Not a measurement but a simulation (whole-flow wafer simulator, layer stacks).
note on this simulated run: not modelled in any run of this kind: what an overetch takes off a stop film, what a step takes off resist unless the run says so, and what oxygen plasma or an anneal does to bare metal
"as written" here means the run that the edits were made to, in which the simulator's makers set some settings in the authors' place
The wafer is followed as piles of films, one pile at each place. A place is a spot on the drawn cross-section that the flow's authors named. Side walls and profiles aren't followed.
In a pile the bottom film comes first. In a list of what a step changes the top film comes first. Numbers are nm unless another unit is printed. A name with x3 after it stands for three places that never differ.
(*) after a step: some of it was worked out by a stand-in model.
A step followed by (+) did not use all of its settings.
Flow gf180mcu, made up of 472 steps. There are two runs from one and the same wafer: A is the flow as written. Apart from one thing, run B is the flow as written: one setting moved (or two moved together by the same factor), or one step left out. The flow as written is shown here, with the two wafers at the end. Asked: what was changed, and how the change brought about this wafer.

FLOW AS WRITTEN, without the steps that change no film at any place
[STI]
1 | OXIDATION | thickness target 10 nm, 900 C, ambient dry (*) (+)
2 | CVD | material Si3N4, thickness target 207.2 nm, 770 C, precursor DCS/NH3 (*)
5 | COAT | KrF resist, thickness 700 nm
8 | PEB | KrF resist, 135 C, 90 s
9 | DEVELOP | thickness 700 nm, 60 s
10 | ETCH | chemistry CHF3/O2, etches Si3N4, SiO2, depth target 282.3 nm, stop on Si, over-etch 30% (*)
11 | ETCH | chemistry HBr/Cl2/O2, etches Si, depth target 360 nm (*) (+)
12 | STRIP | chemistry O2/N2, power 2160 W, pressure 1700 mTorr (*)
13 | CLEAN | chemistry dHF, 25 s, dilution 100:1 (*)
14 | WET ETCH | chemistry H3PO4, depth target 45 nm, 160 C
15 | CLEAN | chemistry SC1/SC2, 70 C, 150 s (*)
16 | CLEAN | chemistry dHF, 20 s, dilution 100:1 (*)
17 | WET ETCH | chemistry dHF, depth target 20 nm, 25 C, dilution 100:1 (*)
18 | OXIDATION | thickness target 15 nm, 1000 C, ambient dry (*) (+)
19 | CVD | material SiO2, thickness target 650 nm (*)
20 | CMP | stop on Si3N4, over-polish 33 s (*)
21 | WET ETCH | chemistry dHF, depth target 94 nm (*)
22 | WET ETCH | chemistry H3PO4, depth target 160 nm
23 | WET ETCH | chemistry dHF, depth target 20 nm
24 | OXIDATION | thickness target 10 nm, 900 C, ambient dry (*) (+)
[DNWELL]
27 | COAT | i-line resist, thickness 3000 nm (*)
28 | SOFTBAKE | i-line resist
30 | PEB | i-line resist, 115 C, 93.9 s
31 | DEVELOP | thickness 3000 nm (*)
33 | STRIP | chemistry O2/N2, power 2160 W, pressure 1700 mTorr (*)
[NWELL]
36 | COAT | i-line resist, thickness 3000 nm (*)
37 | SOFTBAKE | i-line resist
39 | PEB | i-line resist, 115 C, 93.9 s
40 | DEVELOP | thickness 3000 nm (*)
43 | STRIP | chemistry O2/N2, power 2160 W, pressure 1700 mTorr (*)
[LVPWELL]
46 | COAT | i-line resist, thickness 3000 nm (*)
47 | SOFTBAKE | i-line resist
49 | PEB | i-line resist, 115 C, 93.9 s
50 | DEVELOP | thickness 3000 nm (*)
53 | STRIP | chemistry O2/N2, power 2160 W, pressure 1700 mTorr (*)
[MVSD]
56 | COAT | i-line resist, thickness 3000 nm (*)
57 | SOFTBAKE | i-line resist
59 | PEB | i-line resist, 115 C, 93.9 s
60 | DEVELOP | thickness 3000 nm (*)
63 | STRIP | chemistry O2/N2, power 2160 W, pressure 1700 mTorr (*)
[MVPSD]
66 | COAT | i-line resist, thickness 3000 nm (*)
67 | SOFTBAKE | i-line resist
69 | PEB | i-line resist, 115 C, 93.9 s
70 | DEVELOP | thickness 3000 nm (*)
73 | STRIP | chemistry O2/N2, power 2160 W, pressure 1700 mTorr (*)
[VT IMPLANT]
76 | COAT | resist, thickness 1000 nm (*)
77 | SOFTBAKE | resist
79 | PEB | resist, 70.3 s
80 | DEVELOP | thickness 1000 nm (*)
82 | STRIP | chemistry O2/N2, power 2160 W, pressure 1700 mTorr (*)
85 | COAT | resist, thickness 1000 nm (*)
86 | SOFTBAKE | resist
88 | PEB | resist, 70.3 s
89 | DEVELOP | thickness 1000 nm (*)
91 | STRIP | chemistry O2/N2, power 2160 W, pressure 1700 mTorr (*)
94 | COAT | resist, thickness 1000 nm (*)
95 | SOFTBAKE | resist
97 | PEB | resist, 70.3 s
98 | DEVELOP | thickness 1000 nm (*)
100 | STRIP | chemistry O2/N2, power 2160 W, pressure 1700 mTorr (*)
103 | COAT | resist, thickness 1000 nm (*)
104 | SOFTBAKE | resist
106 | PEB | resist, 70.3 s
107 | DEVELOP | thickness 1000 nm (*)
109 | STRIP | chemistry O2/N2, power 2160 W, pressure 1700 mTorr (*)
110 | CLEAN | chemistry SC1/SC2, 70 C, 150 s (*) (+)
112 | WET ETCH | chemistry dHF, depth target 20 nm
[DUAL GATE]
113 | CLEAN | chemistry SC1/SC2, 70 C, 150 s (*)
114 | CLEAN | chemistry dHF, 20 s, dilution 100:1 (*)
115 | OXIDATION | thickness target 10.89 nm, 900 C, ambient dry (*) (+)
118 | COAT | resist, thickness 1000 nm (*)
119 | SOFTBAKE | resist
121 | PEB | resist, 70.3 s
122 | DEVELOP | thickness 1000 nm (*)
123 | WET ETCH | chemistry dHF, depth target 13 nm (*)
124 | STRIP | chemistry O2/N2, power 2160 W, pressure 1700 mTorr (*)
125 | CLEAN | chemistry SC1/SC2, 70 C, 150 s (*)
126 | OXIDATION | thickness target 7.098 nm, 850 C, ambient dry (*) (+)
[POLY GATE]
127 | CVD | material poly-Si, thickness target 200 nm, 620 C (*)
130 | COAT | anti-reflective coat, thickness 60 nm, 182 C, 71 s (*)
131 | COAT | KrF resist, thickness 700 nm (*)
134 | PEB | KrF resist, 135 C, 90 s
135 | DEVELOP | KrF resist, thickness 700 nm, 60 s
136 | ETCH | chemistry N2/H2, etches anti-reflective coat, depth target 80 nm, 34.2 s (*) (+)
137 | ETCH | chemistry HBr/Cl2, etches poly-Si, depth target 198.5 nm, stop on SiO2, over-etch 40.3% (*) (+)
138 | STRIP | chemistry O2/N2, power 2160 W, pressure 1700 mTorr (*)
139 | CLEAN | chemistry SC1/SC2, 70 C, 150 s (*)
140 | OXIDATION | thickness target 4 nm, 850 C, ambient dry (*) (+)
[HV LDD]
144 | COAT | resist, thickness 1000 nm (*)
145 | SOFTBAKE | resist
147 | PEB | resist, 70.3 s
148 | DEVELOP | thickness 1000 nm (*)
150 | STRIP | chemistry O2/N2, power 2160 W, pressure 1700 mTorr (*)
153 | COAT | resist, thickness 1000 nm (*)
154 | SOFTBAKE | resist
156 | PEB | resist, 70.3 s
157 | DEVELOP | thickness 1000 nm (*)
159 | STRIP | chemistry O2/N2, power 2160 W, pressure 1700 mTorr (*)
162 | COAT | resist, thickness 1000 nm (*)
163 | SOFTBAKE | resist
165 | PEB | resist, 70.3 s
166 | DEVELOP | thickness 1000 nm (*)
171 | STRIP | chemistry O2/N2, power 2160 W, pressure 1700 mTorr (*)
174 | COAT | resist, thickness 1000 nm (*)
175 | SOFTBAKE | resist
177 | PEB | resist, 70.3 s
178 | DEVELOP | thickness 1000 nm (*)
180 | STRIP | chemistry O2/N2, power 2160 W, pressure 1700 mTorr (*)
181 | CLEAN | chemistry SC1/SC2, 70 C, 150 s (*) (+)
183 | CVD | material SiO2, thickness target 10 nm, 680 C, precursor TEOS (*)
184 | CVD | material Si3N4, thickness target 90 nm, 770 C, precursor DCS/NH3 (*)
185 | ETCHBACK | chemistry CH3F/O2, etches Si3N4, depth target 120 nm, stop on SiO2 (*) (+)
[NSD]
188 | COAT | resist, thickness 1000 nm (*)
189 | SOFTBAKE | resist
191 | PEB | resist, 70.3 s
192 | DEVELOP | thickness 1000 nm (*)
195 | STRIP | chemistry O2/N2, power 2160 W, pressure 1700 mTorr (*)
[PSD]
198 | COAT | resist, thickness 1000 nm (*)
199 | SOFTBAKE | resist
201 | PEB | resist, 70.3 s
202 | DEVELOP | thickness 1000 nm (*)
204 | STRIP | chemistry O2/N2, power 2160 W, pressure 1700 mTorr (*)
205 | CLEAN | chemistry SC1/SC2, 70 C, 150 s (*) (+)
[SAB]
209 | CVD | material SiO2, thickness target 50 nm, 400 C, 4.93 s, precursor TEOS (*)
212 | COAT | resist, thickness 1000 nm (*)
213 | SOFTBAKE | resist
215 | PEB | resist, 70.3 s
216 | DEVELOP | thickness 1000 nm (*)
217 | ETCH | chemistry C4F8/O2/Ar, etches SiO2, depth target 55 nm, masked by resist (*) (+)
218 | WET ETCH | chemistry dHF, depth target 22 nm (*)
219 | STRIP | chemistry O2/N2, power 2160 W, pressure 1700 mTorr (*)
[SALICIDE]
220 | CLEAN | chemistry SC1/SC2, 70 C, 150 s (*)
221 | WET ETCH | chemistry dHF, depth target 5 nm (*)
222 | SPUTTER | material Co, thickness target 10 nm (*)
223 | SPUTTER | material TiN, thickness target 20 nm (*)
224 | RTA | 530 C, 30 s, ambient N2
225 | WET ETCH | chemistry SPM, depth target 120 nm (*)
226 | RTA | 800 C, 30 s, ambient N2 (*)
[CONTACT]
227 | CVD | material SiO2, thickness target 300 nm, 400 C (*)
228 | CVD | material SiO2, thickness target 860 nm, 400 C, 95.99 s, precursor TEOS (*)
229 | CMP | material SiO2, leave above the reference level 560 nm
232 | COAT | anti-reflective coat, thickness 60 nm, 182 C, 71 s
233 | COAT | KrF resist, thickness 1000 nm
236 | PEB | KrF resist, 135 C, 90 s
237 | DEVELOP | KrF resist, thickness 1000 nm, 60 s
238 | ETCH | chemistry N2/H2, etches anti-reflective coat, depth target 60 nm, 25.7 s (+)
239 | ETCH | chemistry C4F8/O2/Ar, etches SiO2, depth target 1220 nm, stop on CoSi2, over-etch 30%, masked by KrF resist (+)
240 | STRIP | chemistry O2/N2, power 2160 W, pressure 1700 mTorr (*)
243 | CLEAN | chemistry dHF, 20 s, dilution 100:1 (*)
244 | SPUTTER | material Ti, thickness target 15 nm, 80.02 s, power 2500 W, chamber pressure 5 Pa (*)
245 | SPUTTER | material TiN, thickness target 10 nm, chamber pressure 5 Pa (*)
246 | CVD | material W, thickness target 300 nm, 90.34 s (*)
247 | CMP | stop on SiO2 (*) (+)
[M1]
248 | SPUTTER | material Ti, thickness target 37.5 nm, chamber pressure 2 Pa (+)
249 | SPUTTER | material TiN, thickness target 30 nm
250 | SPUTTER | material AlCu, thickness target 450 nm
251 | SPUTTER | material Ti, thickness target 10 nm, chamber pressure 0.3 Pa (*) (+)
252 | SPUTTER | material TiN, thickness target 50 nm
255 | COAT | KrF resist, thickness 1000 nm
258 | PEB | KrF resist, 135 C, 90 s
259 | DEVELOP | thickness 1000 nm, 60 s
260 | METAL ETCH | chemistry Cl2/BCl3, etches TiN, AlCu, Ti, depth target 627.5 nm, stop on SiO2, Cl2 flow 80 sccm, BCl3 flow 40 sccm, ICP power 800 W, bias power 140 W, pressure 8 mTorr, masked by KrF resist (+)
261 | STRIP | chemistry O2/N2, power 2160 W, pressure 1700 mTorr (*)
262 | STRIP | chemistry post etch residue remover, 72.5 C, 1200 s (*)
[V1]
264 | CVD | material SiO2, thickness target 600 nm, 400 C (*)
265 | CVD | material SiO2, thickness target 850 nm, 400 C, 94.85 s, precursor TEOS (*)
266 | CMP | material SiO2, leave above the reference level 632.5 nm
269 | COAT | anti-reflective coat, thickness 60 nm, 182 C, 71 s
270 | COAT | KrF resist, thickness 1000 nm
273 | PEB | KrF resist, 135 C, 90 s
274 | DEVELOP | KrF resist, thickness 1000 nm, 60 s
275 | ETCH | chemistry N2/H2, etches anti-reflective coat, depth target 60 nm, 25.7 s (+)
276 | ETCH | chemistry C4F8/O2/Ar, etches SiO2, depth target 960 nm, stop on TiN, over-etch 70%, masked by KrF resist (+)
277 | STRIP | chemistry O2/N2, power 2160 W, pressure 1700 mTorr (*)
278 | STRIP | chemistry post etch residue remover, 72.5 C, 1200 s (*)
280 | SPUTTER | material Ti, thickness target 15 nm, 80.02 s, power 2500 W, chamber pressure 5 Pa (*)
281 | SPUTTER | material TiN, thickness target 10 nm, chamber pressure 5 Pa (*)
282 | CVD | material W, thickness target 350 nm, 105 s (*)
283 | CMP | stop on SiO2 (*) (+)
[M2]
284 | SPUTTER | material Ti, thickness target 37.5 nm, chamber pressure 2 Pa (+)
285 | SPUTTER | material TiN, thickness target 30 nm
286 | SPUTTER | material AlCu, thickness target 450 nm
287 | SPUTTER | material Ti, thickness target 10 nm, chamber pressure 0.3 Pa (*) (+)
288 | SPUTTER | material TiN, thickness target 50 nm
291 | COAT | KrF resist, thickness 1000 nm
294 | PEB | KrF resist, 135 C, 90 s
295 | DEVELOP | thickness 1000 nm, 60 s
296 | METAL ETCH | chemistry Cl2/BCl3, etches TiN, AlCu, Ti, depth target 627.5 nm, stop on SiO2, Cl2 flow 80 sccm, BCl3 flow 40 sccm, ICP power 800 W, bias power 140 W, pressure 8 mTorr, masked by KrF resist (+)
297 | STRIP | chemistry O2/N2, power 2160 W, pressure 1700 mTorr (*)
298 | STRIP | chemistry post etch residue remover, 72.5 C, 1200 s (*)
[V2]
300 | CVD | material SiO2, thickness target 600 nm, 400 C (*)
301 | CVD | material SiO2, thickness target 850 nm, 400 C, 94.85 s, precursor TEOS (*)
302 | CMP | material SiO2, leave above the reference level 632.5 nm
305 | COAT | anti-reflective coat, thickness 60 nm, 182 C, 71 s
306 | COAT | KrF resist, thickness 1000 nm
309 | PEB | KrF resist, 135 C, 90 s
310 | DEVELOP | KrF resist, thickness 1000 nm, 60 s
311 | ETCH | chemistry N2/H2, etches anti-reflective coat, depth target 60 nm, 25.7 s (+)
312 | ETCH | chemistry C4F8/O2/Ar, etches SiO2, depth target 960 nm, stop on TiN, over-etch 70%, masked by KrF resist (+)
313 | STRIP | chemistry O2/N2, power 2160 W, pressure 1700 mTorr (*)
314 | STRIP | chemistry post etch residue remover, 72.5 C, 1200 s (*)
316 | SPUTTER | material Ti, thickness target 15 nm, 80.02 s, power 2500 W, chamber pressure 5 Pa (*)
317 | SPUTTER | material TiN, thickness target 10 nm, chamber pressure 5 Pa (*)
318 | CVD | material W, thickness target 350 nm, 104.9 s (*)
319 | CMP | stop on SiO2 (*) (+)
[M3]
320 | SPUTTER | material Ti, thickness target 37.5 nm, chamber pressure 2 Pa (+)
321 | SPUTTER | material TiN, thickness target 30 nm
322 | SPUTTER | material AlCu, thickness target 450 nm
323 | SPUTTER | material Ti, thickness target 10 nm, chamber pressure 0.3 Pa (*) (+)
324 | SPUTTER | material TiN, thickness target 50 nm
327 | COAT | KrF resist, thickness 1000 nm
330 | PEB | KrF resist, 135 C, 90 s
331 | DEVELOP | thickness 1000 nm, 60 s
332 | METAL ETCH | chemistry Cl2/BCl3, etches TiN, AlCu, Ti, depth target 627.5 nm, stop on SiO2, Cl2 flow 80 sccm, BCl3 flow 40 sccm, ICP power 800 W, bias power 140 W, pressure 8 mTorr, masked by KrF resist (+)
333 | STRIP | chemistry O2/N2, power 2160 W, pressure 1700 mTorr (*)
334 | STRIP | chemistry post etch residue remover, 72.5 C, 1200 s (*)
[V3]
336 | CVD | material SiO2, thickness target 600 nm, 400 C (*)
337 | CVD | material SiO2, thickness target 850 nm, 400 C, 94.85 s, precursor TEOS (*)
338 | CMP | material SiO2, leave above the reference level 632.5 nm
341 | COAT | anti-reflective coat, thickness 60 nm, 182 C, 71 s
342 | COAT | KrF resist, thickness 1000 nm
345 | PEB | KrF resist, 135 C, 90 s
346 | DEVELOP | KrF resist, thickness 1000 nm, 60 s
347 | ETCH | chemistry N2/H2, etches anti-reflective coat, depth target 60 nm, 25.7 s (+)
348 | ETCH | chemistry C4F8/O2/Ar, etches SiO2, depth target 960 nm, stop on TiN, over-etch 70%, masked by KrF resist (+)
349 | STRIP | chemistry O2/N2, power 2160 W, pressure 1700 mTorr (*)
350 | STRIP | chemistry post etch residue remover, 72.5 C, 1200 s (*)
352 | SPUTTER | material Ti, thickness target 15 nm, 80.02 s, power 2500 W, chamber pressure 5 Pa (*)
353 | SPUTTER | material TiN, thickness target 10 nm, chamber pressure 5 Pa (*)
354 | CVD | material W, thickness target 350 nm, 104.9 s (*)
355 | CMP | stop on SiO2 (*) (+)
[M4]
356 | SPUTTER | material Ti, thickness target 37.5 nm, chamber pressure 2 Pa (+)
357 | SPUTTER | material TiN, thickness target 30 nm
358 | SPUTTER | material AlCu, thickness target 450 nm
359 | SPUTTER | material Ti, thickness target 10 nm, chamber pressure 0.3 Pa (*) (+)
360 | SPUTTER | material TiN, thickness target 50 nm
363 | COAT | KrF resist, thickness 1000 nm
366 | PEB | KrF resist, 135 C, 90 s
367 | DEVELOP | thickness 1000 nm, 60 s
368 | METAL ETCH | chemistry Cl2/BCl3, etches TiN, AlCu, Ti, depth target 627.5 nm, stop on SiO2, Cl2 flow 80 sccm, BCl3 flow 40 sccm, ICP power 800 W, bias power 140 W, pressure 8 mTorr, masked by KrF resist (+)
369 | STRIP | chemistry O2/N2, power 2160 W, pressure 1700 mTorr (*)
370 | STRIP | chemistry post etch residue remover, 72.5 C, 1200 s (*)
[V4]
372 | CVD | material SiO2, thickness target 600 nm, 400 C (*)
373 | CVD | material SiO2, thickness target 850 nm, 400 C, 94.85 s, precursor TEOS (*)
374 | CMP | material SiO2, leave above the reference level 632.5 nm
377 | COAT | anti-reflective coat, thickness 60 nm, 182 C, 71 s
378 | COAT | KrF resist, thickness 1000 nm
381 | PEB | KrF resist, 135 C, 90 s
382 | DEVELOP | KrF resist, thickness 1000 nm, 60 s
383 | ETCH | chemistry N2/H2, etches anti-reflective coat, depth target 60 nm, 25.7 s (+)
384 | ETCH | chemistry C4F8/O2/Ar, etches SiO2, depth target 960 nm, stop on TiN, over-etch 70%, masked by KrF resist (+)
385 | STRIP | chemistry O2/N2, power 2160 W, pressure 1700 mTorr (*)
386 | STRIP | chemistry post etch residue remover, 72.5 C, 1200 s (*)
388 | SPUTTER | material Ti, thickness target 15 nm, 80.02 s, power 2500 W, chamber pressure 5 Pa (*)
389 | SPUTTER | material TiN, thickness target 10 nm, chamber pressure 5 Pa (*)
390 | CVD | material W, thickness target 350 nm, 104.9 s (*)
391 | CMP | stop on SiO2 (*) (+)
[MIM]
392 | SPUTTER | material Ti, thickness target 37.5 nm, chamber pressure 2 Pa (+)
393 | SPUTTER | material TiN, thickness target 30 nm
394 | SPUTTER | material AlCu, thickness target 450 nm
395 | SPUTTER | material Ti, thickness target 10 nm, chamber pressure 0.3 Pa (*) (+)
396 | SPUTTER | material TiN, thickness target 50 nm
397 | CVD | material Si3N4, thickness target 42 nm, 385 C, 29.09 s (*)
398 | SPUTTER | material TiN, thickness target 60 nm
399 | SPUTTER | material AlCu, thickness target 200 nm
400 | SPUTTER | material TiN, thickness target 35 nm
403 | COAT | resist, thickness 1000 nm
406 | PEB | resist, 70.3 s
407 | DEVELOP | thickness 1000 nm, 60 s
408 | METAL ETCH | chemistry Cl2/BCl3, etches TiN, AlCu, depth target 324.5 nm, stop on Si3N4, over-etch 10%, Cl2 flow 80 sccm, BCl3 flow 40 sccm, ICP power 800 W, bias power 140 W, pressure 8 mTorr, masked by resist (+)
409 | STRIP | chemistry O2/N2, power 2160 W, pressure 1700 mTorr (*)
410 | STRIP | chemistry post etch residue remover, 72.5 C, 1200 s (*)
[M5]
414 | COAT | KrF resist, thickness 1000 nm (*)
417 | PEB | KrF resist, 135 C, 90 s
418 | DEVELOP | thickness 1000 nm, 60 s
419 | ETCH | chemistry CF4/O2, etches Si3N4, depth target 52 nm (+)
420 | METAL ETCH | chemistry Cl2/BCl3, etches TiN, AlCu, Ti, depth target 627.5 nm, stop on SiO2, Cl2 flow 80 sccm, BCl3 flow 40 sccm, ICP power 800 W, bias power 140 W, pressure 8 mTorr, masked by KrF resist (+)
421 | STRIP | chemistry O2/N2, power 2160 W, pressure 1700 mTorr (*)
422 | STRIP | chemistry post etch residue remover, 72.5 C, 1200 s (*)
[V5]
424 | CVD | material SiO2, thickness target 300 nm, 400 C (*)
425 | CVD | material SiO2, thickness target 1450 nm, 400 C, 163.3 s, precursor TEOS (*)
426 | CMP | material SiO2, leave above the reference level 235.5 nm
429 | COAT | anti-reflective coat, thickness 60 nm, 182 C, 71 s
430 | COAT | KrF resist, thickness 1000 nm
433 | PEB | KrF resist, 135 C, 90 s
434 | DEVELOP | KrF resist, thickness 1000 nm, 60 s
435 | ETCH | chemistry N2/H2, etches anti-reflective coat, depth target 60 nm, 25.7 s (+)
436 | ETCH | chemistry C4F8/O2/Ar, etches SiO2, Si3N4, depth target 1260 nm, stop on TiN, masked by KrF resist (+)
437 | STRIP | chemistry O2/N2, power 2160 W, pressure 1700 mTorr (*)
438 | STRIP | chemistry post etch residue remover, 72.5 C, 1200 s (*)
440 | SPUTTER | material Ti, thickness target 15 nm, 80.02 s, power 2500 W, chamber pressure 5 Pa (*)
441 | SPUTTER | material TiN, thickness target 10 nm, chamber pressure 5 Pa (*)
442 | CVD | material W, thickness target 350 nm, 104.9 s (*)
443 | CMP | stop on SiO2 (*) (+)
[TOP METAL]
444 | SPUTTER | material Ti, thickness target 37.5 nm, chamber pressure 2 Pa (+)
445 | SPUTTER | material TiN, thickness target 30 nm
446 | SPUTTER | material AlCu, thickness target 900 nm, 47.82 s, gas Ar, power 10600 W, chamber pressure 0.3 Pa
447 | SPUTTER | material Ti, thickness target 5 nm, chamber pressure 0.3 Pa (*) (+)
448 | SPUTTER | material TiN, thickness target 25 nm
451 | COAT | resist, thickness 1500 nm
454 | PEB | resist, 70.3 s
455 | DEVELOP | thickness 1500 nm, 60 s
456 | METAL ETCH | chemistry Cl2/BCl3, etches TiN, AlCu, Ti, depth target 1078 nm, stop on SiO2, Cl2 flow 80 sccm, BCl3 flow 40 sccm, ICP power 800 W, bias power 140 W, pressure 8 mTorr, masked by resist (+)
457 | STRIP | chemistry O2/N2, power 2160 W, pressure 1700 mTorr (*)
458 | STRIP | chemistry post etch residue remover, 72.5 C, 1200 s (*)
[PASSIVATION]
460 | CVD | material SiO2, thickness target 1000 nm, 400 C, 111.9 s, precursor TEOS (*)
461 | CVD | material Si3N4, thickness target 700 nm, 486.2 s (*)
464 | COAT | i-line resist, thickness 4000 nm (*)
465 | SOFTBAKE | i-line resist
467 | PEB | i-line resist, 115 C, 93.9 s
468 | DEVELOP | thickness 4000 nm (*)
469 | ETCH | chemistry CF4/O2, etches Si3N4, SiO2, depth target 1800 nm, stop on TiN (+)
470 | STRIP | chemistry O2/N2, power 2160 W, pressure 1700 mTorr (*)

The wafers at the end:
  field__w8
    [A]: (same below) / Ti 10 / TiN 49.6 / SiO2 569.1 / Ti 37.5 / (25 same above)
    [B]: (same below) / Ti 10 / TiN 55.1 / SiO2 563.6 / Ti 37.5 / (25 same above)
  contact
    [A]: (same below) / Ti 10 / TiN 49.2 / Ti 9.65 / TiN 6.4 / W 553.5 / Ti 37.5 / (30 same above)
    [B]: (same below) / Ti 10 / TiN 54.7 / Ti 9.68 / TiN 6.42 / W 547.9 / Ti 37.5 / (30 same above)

Cause: step 288, SPUTTER: thickness target 55.5 nm was run, whereas the flow has thickness target 50 nm.

Step by step, how the change led to this:
  288 | SPUTTER | material TiN, thickness target 50 nm
      field, field__w1, field__w2 and 108 more: A TiN gains 50 (new film) | B TiN gains 55.5 (new film)
  296 | METAL ETCH | chemistry Cl2/BCl3, etches TiN, AlCu, Ti, depth target 627.5 nm, stop on SiO2, Cl2 flow 80 sccm, BCl3 flow 40 sccm, ICP power 800 W, bias power 140 W, pressure 8 mTorr, masked by KrF resist (+)
      field, field__w1, field__w2 and 103 more: A TiN loses 50 (all of it), Ti loses 10 (all of it), AlCu loses 450 (all of it), TiN loses 30 (all of it), Ti loses 37.5 (all of it) | B TiN loses 55.5 (all of it), Ti loses 10 (all of it), AlCu loses 450 (all of it), TiN loses 30 (all of it), Ti loses 37.5 (all of it)
